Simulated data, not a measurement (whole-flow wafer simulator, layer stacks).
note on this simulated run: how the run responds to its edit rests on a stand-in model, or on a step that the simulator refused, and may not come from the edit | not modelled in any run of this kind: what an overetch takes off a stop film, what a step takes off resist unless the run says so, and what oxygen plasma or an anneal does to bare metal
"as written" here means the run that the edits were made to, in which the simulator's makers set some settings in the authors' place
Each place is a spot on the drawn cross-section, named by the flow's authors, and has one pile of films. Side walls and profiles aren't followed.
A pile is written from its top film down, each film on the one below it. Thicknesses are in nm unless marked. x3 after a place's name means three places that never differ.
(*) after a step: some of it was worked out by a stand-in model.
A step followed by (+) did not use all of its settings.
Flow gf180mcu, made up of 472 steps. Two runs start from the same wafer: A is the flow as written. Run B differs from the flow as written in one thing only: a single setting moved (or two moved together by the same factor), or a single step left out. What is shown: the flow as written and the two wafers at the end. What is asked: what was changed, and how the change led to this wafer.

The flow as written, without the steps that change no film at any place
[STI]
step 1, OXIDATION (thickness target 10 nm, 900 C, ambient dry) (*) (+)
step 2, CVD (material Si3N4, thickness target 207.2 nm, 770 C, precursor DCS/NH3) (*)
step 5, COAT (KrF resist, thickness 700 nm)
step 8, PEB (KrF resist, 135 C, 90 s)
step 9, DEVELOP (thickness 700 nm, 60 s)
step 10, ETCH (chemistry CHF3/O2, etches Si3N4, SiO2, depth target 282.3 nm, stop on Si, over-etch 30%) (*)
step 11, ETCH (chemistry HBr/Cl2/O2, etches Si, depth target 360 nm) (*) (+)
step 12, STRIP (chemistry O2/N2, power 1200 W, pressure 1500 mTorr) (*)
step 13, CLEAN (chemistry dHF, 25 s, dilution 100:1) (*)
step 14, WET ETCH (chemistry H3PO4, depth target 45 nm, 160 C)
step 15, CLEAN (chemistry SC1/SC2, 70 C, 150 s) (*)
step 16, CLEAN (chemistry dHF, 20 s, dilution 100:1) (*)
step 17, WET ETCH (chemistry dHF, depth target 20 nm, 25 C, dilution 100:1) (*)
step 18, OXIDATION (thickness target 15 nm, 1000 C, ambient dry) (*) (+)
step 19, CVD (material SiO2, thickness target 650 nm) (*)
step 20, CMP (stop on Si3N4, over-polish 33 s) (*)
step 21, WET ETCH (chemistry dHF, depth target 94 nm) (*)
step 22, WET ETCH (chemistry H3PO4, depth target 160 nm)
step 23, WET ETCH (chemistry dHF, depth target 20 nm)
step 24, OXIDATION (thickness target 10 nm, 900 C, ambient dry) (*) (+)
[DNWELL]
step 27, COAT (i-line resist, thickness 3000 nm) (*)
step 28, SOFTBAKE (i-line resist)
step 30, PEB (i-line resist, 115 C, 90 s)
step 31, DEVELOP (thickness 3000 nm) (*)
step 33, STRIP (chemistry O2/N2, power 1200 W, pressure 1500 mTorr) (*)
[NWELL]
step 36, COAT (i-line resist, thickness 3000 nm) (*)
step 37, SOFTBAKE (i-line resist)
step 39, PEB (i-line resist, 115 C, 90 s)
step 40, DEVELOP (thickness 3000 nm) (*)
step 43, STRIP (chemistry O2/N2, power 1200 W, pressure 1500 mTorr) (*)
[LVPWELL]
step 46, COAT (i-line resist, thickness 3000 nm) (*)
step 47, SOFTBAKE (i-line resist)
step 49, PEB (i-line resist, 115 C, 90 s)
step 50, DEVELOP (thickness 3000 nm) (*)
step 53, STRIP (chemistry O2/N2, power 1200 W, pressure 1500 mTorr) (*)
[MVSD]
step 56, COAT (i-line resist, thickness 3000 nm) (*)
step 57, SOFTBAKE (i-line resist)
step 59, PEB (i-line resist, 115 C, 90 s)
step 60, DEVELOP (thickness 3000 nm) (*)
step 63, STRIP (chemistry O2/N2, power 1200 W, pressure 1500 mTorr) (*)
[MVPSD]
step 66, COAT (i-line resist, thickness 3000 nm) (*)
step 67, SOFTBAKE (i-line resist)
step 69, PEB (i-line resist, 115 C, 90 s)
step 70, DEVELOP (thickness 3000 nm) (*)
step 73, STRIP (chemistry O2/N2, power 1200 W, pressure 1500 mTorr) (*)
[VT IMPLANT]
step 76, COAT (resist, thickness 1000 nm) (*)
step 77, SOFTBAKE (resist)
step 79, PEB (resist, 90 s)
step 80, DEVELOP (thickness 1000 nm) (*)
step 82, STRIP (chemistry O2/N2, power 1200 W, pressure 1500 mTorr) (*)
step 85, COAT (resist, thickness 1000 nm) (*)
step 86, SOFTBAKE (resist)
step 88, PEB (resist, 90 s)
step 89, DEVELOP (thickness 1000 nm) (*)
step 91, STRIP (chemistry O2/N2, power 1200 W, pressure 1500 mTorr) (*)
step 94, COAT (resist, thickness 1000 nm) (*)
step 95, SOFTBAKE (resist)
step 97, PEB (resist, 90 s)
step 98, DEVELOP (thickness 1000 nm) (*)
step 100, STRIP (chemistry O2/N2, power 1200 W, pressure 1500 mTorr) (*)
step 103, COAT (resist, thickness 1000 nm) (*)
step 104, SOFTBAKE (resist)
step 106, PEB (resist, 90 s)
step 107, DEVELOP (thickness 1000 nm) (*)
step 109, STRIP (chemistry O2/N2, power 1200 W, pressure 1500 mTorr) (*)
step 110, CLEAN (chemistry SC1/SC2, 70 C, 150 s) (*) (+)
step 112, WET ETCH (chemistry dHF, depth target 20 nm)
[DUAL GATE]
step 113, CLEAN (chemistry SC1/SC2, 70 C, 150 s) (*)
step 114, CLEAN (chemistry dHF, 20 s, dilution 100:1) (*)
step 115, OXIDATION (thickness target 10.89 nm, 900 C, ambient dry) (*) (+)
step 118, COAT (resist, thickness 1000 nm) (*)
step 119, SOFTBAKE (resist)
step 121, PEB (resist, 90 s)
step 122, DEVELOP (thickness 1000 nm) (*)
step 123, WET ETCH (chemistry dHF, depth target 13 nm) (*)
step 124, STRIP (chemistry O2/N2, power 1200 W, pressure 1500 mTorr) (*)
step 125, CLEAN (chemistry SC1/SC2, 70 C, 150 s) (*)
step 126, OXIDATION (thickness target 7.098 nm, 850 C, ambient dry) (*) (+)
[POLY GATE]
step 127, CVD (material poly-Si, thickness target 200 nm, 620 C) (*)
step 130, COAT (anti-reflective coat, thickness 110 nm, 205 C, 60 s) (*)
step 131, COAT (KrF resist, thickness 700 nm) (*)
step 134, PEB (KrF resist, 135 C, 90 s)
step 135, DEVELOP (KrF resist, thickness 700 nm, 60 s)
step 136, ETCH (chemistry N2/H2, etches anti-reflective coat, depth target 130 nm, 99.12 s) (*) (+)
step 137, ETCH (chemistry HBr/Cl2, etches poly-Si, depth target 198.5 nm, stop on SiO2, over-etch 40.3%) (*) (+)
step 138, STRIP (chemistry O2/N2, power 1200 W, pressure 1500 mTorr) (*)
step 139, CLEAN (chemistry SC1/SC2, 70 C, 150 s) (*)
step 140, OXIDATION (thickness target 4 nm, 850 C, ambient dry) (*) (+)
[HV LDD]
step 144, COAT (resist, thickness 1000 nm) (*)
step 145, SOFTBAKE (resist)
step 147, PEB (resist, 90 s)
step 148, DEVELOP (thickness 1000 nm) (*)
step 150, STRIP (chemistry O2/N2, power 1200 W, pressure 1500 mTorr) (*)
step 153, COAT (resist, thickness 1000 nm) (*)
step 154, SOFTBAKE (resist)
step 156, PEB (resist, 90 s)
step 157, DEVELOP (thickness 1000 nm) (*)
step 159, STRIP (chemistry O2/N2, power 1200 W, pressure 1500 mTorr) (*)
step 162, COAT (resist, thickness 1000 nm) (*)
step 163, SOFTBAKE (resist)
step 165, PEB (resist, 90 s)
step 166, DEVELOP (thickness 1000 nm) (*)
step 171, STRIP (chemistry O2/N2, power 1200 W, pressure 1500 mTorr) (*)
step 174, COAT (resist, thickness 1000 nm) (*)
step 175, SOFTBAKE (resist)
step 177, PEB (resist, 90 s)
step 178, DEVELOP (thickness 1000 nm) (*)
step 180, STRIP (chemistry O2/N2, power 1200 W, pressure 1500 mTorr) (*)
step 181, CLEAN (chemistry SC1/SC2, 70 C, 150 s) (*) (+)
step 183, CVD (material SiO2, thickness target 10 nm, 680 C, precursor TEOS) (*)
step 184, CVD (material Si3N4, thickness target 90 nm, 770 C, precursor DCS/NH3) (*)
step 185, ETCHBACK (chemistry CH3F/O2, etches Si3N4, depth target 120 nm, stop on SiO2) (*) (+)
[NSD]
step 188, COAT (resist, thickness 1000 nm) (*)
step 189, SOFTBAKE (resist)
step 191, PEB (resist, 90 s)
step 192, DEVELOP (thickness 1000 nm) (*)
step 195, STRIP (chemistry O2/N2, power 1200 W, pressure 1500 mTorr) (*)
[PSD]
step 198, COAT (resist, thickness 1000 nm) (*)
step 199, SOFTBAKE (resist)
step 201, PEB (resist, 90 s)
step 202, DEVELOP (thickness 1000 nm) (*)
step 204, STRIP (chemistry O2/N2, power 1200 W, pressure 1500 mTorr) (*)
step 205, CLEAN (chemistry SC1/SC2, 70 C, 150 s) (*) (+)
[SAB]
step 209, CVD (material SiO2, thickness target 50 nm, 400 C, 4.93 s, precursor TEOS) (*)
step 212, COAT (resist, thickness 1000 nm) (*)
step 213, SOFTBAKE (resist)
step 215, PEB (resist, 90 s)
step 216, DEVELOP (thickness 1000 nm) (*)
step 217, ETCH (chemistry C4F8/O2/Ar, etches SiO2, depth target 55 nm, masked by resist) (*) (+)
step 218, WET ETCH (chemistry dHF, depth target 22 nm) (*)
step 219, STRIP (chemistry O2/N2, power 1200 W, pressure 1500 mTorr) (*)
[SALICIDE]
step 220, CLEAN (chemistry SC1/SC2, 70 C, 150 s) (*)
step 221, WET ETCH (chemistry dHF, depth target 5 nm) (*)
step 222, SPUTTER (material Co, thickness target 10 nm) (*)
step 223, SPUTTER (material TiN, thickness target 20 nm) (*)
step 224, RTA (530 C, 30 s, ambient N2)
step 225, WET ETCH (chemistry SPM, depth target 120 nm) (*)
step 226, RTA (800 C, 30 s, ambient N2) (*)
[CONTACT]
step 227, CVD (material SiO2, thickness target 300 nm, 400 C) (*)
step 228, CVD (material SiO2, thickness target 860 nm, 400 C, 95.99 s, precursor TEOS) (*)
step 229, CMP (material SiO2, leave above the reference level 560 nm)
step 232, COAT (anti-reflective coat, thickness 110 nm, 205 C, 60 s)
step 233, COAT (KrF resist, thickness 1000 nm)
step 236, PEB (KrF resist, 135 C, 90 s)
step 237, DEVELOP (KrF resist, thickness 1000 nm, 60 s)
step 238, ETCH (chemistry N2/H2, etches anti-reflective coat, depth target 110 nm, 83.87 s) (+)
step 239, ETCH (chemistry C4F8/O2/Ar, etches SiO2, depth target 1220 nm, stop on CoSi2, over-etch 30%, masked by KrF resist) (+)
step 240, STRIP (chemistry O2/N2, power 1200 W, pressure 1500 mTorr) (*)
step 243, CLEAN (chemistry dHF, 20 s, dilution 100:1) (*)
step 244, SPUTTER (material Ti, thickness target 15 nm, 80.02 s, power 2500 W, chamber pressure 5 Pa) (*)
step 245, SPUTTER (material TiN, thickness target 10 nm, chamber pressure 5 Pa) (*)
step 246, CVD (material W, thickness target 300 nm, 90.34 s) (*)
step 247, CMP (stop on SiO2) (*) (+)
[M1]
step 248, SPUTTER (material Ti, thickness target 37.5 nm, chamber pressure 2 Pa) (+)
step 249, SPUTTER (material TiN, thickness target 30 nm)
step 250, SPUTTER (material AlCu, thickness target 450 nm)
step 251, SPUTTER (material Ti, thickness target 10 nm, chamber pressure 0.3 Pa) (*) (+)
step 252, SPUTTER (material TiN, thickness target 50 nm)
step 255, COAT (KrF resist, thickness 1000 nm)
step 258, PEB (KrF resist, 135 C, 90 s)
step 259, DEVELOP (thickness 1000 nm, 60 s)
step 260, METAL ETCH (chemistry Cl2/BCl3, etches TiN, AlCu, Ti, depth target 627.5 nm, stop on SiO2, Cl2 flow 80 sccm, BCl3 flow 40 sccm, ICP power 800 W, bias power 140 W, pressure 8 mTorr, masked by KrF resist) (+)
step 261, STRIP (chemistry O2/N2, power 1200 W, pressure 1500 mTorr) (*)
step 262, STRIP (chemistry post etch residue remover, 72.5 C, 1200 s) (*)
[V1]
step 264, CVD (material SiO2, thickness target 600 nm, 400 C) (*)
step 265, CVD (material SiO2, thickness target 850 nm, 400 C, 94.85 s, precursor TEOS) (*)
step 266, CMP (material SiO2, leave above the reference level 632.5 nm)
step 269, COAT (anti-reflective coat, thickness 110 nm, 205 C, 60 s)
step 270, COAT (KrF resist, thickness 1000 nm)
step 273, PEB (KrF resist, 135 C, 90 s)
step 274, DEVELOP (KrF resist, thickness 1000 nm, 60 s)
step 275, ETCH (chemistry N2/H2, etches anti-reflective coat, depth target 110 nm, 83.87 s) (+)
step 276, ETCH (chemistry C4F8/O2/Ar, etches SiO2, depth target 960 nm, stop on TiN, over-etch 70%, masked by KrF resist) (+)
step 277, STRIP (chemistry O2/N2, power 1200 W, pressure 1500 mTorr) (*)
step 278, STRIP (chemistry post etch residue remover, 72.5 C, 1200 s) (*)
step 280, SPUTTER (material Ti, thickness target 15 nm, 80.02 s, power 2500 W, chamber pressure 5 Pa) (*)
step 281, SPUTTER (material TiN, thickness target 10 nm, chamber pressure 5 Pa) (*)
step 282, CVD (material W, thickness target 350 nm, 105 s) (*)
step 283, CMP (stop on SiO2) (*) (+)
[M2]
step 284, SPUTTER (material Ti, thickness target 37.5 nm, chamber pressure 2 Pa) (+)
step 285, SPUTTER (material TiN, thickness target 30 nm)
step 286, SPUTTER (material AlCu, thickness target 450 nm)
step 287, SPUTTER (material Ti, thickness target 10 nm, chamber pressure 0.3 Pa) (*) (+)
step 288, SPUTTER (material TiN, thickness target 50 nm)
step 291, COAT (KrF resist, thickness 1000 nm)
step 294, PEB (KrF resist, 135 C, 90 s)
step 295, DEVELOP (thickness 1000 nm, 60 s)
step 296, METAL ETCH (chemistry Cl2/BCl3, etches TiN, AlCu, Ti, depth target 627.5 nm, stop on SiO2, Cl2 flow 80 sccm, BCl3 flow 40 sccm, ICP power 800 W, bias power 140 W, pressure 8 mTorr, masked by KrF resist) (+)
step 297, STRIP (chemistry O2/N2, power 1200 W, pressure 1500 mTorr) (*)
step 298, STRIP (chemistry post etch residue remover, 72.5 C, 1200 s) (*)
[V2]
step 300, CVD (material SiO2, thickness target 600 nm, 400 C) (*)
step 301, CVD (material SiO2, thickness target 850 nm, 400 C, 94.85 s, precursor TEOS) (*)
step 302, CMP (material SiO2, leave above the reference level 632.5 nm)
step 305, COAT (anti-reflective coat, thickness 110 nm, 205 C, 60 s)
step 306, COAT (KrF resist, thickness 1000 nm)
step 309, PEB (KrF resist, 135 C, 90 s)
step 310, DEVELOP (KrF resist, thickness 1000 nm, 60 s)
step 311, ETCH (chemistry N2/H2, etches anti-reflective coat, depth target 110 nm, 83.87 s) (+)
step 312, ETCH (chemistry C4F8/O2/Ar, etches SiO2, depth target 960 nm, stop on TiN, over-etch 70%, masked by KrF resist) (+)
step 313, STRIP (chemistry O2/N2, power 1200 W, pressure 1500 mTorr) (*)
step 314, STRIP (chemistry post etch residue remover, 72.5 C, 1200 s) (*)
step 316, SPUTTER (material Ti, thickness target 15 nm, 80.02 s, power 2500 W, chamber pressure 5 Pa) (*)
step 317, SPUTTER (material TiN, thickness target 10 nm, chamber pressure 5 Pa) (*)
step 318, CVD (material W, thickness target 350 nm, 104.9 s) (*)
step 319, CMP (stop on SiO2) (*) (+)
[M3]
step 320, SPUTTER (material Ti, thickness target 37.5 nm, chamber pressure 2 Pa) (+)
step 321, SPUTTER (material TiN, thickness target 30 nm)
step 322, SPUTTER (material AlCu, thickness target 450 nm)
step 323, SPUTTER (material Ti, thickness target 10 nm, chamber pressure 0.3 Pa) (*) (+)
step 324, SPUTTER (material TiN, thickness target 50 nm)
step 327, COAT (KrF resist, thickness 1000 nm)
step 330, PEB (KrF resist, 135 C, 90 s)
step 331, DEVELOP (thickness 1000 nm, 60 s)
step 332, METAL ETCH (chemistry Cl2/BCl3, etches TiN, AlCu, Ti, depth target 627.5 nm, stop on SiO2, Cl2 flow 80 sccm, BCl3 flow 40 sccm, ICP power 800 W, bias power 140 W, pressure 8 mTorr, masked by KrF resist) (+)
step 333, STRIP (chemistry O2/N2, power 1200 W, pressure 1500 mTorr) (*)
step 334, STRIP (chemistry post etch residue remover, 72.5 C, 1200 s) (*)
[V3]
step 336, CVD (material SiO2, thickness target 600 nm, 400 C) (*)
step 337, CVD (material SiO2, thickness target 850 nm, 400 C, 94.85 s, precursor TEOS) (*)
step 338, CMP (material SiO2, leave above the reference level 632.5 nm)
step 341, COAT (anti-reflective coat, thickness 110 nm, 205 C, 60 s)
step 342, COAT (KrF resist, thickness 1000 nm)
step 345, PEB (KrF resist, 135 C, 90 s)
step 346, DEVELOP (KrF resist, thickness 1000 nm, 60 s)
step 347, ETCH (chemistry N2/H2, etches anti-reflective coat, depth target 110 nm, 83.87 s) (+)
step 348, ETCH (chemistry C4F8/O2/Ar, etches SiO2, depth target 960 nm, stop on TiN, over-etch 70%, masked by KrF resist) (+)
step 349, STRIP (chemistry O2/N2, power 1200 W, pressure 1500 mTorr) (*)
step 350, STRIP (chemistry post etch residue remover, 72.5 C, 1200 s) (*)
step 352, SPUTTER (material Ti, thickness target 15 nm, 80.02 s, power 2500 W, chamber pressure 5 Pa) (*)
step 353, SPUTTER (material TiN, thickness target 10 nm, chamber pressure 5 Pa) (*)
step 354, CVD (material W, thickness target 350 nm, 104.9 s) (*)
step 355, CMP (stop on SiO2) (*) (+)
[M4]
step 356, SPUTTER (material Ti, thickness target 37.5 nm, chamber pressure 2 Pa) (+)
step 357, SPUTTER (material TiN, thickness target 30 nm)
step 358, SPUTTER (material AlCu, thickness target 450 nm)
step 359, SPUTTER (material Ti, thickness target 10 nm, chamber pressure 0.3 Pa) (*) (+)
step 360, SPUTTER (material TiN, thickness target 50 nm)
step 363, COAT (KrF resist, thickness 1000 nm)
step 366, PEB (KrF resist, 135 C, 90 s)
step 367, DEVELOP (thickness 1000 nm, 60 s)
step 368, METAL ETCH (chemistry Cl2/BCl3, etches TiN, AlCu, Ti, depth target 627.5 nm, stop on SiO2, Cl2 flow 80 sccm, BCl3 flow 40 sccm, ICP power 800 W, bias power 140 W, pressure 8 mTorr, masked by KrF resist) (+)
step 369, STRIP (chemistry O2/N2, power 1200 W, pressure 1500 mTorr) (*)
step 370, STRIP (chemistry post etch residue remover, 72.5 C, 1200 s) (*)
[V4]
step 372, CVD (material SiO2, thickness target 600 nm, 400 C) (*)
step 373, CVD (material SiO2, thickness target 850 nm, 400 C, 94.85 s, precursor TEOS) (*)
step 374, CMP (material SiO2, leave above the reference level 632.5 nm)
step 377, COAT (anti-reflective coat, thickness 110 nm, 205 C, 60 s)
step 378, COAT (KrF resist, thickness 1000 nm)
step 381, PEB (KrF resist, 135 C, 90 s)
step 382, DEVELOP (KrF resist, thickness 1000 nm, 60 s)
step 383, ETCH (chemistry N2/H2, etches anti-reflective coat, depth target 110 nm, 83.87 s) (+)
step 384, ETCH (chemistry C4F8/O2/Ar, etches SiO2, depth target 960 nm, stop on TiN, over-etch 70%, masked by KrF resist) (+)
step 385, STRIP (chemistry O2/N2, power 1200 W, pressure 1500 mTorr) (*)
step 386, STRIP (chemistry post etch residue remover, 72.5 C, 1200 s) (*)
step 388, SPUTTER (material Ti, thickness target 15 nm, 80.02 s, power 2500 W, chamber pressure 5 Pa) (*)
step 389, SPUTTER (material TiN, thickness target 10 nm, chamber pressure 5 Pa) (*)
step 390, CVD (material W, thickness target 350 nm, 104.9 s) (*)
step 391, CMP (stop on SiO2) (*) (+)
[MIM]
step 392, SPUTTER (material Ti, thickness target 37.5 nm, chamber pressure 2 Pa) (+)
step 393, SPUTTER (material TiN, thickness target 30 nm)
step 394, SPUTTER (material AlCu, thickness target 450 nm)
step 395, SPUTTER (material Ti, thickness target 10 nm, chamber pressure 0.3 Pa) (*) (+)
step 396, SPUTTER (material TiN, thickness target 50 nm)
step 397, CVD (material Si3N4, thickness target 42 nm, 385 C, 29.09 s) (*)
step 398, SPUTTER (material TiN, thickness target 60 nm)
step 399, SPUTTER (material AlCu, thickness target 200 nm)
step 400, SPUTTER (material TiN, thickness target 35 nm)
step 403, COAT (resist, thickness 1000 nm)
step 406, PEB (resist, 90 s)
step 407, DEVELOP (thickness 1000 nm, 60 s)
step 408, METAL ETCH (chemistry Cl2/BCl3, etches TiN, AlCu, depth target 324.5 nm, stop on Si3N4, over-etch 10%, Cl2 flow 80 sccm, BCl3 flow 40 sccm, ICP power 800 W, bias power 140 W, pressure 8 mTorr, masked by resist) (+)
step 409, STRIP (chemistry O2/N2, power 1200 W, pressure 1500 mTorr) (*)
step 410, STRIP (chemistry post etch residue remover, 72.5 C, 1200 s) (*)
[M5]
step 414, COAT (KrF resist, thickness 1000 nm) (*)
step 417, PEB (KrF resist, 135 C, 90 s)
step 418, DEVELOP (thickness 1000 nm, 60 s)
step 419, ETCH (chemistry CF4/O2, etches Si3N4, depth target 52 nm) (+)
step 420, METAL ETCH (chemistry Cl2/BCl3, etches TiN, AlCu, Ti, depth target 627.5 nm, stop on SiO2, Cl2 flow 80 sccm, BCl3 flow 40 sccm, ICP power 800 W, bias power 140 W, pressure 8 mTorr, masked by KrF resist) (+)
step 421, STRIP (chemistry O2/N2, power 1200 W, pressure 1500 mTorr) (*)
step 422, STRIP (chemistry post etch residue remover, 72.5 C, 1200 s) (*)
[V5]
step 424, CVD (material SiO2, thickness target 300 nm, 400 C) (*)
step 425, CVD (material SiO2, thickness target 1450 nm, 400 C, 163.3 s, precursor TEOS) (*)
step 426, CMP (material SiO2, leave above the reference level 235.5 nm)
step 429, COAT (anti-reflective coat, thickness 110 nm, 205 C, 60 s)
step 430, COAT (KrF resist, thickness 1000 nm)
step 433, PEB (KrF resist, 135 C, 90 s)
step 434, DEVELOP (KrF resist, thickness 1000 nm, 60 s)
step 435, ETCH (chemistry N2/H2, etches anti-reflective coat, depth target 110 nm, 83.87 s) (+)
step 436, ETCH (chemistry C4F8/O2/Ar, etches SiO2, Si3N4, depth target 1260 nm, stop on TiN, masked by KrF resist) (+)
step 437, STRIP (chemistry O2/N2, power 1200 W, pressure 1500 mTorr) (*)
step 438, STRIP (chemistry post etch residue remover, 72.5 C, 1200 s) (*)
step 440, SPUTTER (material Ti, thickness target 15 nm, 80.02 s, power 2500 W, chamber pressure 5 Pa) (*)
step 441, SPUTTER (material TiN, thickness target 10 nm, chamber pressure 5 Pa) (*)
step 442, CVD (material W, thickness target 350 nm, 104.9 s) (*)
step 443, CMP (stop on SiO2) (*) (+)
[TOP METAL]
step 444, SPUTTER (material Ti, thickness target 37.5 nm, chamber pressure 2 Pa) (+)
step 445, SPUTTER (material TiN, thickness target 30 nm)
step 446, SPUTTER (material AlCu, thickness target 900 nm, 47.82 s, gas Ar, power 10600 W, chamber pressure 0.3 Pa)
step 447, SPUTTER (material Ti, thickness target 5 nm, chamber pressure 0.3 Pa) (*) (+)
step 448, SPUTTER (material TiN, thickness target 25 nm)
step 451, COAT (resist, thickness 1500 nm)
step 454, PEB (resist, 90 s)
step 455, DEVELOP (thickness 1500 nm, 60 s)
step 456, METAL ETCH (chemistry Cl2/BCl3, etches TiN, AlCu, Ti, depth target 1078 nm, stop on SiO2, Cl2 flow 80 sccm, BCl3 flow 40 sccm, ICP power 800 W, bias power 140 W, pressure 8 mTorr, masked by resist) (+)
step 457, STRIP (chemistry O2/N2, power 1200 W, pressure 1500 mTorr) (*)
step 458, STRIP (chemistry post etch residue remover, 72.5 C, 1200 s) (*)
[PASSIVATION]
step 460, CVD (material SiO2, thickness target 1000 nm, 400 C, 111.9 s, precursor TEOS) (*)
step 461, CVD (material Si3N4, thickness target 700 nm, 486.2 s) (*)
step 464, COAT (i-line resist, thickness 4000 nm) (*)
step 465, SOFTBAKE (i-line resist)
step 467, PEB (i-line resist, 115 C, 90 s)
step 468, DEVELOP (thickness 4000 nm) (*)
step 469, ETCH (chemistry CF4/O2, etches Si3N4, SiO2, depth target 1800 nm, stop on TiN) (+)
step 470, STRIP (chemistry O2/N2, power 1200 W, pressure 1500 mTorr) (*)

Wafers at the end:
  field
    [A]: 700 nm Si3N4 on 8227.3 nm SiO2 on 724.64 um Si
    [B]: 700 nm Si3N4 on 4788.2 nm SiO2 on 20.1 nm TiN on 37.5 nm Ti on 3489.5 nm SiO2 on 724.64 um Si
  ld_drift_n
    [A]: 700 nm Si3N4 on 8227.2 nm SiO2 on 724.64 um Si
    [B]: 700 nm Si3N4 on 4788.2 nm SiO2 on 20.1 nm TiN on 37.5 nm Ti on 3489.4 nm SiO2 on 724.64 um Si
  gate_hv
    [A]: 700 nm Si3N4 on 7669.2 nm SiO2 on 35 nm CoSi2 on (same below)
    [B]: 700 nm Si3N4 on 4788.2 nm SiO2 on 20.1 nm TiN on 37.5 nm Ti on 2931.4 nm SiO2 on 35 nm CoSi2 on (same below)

The reason: step 322, SPUTTER: thickness target 558 nm was run, though the flow has thickness target 450 nm.

How this came from the change, step by step:
  step 322, SPUTTER (material AlCu, thickness target 450 nm)
      field, field__w1, field__w2 and 108 more: A +450 AlCu (new film) | B +558 AlCu (new film)
  step 332, METAL ETCH (chemistry Cl2/BCl3, etches TiN, AlCu, Ti, depth target 627.5 nm, stop on SiO2, Cl2 flow 80 sccm, BCl3 flow 40 sccm, ICP power 800 W, bias power 140 W, pressure 8 mTorr, masked by KrF resist) (+)
      field, field__w1, field__w2 and 103 more: A -50 TiN (all of it), -10 Ti (all of it), -450 AlCu (all of it), -30 TiN (all of it), -37.5 Ti (all of it) | B -50 TiN (all of it), -10 Ti (all of it), -558 AlCu (all of it), -9.5 TiN
  step 336, CVD (material SiO2, thickness target 600 nm, 400 C) (*)
      field, field__w1, field__w2 and 103 more: A +600 SiO2 | B +600 SiO2 (new film)
  step 338, CMP (material SiO2, leave above the reference level 632.5 nm)
      field, field__w1, field__w2 and 103 more: A -300 SiO2 | B -249.6 SiO2
With metal films that touch counted as one body, field has 1 body; the flow as written gives 0 bodies.
With metal films that touch counted as one body, ld_drift_n has 1 body; the flow as written gives 0 bodies.
With metal films that touch counted as one body, gate_hv has 2 bodies (between them, from the top down: SiO2 2931.4); the flow as written gives 1 body.
